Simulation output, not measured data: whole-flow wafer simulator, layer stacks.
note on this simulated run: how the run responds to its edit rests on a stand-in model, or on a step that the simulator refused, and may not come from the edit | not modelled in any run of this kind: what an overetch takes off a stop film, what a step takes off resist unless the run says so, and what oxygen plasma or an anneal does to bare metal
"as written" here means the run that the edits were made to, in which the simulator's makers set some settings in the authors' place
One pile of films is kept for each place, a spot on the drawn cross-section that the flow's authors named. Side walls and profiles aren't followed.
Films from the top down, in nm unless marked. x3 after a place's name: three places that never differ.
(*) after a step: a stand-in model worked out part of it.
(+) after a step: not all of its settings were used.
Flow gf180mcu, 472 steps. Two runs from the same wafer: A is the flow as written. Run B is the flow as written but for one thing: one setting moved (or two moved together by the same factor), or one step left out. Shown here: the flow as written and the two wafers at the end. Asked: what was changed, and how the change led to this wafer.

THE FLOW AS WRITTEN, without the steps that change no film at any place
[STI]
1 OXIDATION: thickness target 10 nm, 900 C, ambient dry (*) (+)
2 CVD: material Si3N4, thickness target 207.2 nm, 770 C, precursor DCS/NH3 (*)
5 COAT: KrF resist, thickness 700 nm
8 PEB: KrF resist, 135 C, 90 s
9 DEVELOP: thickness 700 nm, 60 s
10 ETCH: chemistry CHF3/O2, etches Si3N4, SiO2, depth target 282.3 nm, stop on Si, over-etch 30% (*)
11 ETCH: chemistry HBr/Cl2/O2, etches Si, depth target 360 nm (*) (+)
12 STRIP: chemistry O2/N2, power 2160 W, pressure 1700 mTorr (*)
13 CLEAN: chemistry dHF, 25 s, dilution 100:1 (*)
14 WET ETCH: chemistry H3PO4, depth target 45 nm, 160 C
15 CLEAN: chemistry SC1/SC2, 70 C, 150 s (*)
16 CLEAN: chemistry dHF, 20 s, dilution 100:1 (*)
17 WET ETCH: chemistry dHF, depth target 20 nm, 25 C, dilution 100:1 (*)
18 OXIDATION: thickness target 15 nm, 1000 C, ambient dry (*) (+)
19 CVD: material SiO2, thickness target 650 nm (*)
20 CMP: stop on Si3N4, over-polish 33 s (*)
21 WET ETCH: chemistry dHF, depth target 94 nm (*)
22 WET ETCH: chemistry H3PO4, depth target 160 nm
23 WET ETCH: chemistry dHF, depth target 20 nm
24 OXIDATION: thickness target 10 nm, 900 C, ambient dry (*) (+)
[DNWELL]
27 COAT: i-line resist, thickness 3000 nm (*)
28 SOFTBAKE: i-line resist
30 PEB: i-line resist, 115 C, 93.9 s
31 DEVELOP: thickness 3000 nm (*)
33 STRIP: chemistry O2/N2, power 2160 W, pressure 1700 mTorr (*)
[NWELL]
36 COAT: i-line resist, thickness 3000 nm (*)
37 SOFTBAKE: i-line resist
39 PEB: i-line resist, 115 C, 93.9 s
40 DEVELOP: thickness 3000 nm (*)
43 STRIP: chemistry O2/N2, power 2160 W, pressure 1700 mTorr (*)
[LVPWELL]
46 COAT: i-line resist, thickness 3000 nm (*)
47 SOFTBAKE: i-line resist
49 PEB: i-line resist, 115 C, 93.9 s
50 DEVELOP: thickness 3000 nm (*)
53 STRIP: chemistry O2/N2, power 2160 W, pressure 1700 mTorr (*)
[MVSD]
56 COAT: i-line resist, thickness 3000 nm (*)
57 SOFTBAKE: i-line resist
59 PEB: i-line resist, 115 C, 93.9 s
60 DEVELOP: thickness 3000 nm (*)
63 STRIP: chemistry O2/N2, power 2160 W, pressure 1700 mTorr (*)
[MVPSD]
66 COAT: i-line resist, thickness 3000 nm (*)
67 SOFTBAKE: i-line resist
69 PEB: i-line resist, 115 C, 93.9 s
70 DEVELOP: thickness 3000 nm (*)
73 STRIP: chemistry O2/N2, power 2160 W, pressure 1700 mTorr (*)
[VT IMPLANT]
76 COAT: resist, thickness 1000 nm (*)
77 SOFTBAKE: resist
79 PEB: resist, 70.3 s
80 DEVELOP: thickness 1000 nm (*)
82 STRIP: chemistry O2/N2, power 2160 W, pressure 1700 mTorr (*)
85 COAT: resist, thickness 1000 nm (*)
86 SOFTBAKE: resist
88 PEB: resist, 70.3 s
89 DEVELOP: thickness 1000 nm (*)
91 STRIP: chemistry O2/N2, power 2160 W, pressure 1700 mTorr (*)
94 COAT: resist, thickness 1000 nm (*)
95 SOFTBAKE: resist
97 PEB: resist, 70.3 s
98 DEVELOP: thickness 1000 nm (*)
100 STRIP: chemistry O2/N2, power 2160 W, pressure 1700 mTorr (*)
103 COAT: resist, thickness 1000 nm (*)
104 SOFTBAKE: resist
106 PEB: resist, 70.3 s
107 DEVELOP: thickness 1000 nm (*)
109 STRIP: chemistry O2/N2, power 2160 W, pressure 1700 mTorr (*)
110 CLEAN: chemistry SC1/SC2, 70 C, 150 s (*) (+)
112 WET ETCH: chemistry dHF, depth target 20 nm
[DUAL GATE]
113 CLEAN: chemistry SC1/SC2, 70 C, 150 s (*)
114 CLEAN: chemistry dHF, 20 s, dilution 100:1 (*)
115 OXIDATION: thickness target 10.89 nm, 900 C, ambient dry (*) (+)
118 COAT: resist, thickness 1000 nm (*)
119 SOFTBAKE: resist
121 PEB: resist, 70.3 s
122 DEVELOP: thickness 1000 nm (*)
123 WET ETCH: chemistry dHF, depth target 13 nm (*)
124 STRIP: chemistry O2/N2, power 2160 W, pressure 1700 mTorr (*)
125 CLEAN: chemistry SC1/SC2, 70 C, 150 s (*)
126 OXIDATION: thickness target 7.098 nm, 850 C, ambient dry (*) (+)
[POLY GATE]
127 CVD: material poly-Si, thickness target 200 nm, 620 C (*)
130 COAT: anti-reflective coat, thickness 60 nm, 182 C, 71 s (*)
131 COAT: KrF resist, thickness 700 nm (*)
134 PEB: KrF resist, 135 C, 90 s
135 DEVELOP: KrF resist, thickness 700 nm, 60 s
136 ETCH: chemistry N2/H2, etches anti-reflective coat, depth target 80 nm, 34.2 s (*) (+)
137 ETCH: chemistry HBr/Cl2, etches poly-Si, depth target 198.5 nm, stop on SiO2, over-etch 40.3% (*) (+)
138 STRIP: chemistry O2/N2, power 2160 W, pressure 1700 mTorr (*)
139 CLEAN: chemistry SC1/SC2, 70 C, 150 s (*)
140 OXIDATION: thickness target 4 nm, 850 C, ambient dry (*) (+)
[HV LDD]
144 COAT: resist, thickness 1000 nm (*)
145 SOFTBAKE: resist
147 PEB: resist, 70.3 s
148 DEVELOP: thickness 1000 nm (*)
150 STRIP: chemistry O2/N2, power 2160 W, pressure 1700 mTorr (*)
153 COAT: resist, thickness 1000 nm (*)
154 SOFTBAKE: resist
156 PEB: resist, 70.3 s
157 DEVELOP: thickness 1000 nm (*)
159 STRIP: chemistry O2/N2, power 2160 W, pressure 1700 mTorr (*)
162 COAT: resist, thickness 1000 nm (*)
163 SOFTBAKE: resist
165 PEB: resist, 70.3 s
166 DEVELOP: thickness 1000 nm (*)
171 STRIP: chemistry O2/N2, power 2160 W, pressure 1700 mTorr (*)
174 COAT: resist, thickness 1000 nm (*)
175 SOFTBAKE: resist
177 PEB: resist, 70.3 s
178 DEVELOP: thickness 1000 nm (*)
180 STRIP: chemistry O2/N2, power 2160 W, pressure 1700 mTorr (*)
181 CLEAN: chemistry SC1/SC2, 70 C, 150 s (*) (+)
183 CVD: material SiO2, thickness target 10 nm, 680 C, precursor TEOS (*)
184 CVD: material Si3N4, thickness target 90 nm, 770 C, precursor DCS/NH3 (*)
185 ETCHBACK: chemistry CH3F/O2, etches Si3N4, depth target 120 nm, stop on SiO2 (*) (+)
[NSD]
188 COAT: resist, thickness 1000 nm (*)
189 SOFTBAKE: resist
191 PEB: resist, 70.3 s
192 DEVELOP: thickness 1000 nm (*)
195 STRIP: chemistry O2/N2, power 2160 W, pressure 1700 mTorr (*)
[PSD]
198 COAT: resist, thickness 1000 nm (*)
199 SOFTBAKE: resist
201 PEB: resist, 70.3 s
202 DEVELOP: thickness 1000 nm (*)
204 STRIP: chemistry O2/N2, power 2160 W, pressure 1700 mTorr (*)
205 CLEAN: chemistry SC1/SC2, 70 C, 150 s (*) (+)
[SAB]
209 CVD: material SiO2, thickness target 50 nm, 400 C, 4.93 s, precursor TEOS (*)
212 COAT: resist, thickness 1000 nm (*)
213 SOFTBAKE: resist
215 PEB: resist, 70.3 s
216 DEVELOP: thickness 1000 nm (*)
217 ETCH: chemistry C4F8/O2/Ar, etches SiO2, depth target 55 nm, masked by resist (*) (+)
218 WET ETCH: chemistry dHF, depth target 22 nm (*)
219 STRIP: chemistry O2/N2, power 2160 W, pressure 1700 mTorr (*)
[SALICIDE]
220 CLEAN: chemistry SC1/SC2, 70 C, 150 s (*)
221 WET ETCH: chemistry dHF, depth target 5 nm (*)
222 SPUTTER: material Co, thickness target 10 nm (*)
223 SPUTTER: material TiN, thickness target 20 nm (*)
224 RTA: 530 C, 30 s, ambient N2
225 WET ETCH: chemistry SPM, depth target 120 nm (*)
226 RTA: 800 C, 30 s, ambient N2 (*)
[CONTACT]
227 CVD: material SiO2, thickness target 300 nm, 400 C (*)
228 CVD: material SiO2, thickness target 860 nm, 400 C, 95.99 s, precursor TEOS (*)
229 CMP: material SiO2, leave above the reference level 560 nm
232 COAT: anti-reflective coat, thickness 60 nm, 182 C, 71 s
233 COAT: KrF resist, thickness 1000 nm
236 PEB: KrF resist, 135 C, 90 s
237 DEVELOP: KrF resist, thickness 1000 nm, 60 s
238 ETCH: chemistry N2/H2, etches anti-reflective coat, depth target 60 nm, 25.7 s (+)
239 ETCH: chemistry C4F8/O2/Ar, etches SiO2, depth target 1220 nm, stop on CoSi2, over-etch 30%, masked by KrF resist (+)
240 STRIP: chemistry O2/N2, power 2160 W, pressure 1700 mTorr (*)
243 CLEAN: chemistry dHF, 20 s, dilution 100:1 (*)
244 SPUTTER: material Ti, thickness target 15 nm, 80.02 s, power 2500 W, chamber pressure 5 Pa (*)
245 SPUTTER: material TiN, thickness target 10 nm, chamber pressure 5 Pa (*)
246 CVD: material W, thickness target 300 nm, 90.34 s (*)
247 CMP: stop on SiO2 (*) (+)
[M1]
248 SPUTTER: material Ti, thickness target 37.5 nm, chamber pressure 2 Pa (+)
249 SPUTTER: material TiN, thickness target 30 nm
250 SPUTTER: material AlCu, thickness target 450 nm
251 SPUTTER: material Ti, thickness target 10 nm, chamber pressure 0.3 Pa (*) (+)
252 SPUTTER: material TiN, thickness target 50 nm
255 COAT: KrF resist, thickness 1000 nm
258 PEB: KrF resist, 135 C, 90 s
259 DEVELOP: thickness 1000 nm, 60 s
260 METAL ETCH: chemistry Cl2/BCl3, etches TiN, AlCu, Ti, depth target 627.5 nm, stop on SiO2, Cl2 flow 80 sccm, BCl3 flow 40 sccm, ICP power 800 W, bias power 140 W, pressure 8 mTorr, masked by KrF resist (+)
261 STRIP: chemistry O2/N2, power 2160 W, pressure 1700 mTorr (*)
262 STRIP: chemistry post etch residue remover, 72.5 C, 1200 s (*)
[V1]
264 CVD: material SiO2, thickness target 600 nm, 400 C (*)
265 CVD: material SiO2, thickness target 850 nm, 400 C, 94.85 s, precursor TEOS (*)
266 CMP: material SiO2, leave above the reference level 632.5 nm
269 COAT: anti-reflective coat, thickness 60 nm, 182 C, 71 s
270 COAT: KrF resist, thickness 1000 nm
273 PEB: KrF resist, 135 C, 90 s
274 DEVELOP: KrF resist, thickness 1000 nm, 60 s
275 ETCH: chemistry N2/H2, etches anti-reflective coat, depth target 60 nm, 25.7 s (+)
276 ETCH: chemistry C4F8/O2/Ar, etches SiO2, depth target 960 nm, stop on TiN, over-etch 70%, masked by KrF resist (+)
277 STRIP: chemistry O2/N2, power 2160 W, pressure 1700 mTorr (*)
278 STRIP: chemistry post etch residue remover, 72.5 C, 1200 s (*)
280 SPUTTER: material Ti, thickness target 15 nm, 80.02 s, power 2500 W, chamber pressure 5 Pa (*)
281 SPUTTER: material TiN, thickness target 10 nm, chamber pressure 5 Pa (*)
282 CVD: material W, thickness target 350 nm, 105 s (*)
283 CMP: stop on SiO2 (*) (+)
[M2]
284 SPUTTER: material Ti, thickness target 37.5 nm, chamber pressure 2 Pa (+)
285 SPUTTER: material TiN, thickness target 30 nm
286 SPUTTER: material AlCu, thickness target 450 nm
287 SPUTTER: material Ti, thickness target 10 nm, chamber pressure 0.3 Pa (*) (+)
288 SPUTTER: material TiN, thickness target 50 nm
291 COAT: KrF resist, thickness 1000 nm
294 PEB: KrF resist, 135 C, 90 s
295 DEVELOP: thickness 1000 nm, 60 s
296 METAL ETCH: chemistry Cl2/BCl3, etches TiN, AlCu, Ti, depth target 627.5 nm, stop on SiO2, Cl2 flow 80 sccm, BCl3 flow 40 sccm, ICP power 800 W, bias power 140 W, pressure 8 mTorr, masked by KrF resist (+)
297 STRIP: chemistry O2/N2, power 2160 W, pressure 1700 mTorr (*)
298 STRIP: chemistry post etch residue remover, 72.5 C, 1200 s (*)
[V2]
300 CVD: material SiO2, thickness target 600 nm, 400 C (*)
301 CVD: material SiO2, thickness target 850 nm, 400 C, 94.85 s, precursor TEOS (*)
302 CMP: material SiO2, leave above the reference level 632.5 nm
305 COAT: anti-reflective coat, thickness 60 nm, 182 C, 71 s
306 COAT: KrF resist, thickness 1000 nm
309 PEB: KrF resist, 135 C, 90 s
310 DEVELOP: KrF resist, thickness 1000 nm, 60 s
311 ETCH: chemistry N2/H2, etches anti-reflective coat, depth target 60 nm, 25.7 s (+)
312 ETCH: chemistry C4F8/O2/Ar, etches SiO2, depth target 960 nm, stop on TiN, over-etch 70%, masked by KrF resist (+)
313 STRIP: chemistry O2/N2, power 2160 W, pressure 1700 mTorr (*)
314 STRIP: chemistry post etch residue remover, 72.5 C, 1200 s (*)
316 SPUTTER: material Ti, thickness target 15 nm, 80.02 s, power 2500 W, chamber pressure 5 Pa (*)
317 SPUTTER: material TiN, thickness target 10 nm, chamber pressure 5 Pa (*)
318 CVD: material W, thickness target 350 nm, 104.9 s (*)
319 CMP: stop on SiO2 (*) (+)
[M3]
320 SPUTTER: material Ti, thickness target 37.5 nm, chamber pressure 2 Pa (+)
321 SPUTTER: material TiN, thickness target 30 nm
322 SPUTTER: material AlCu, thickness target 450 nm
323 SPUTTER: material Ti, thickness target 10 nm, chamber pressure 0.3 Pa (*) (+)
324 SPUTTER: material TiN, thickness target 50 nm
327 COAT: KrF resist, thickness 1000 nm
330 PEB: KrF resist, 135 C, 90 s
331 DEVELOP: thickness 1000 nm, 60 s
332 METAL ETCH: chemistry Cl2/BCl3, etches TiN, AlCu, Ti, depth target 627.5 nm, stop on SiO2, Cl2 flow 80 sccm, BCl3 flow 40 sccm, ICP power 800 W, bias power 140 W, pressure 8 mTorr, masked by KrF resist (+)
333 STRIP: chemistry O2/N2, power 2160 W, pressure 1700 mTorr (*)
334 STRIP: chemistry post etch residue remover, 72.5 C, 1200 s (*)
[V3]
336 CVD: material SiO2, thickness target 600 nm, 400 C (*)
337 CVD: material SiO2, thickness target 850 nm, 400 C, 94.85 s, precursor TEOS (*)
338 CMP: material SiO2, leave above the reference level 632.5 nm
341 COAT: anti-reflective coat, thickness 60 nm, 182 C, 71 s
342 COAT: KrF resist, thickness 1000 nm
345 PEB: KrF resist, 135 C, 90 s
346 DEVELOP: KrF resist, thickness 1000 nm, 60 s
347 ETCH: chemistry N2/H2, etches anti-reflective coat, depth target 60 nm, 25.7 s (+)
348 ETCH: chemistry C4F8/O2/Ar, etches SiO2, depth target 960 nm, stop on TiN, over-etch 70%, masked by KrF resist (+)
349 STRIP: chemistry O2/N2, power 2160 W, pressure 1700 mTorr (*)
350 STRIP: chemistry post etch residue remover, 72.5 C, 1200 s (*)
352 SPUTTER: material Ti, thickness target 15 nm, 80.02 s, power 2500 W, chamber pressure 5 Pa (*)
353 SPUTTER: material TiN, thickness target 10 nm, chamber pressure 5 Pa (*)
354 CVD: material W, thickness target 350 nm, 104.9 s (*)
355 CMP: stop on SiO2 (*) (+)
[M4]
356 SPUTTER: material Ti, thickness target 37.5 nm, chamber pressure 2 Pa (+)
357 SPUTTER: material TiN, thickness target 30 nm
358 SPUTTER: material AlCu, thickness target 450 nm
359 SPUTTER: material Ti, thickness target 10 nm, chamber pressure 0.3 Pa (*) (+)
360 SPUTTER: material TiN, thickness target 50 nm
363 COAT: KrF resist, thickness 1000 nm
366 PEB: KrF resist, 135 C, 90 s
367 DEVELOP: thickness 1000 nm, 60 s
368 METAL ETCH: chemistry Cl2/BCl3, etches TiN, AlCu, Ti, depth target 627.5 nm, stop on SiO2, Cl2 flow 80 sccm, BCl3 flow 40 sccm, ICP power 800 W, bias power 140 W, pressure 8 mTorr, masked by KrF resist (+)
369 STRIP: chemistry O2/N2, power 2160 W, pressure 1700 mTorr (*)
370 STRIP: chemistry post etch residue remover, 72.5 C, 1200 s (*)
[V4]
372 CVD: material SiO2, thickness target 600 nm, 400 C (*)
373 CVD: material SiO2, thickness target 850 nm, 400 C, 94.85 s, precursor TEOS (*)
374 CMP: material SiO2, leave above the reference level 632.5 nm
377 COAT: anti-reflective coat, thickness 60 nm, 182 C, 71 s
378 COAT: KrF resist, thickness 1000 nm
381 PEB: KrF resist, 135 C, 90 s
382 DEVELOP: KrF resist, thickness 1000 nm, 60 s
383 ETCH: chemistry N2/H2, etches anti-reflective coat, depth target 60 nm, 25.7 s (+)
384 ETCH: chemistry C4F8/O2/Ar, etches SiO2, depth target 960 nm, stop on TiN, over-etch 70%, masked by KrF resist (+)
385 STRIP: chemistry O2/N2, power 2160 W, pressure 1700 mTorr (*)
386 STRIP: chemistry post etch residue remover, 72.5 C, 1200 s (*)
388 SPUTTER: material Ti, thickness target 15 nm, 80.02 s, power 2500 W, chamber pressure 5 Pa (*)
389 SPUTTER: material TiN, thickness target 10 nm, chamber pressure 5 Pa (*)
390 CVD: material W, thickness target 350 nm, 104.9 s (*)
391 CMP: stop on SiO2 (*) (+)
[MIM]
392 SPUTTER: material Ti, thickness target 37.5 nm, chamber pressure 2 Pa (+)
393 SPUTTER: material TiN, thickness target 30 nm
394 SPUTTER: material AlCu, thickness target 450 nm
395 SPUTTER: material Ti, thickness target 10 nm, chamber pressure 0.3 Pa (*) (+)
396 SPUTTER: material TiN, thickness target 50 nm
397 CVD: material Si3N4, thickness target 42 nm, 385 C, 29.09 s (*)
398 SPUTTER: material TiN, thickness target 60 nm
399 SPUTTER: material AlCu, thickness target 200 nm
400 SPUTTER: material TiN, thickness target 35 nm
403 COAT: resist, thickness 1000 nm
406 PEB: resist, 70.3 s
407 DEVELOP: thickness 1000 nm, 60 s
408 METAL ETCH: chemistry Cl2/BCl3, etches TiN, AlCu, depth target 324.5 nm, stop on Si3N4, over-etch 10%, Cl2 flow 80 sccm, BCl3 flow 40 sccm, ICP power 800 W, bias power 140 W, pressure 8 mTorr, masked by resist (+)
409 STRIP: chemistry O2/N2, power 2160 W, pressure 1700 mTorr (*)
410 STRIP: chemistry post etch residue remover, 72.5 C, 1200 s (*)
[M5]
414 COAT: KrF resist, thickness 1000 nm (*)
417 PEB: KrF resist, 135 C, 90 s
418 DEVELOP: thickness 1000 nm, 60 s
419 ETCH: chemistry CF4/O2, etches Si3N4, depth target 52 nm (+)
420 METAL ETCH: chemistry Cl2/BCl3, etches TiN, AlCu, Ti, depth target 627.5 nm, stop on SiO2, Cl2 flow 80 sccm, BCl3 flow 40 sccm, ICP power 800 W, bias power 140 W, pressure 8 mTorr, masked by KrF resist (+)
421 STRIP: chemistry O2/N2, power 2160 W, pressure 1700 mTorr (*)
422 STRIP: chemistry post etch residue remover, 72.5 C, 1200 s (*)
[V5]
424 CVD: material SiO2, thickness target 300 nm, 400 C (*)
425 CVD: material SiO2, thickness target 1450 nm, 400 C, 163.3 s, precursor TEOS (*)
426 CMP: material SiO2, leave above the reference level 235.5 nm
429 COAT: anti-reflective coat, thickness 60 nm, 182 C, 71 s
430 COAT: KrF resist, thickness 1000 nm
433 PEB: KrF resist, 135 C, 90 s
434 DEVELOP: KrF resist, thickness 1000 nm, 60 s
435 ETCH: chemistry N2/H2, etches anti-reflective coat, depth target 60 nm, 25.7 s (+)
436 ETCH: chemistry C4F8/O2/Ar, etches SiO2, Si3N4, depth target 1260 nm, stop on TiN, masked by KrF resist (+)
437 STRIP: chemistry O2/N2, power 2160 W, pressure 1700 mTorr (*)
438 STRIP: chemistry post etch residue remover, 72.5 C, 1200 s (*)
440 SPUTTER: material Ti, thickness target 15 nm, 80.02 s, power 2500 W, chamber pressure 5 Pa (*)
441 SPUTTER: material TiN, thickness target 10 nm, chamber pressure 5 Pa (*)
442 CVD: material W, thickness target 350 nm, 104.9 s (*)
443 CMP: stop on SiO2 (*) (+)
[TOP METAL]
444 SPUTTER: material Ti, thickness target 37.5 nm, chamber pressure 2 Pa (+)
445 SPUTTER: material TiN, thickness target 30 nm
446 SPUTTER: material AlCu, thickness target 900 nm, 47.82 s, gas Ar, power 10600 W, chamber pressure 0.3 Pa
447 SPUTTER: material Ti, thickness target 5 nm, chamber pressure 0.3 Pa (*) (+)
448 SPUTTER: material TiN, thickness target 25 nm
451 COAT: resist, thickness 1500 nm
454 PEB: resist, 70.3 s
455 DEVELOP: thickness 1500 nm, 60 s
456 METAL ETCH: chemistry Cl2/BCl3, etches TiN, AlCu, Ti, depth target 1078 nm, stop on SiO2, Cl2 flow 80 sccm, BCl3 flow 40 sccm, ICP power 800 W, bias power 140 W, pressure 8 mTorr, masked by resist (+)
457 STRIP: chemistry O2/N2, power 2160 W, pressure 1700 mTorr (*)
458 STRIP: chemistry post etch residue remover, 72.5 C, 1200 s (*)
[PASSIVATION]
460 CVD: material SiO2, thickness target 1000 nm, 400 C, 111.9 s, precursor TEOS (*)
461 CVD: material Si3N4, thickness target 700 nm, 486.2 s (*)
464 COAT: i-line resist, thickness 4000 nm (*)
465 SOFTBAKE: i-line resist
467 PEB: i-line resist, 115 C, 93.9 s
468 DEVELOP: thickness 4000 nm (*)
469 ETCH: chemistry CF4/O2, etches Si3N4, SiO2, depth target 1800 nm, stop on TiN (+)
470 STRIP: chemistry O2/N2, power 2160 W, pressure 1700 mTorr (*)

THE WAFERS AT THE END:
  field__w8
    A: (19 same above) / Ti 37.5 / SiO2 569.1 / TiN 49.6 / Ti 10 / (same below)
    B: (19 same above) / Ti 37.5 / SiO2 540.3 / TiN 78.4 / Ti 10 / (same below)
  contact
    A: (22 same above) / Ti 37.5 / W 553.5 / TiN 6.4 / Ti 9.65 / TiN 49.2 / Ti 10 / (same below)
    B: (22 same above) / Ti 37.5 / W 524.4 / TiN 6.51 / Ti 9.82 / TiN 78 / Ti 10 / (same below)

The cause: step 324, SPUTTER: thickness target 78.8 nm was run, where the flow has thickness target 50 nm.

How the change led to this, step by step:
  324 SPUTTER: material TiN, thickness target 50 nm
      field, field__w1, field__w2 and 108 more: A TiN +50 (new film) | B TiN +78.8 (new film)
  332 METAL ETCH: chemistry Cl2/BCl3, etches TiN, AlCu, Ti, depth target 627.5 nm, stop on SiO2, Cl2 flow 80 sccm, BCl3 flow 40 sccm, ICP power 800 W, bias power 140 W, pressure 8 mTorr, masked by KrF resist (+)
      field, field__w1, field__w2 and 103 more: A TiN -50 (all of it), Ti -10 (all of it), AlCu -450 (all of it), TiN -30 (all of it), Ti -37.5 (all of it) | B TiN -78.8 (all of it), Ti -10 (all of it), AlCu -450 (all of it), TiN -30 (all of it), Ti -37.5 (all of it)
  338 CMP: material SiO2, leave above the reference level 632.5 nm
      field__w8, contact, m1, m1__w1, m1_nw: A SiO2 -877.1 | B SiO2 -905.9
  348 ETCH: chemistry C4F8/O2/Ar, etches SiO2, depth target 960 nm, stop on TiN, over-etch 70%, masked by KrF resist (+)
      field, field__w1, field__w2 and 107 more: A KrF resist -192 | B KrF resist -184.8
      contact: A SiO2 -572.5 (all of it) | B SiO2 -543.7 (all of it)
  354 CVD: material W, thickness target 350 nm, 104.9 s (*)
      contact: A W +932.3 (new film) | B W +903.2 (new film)
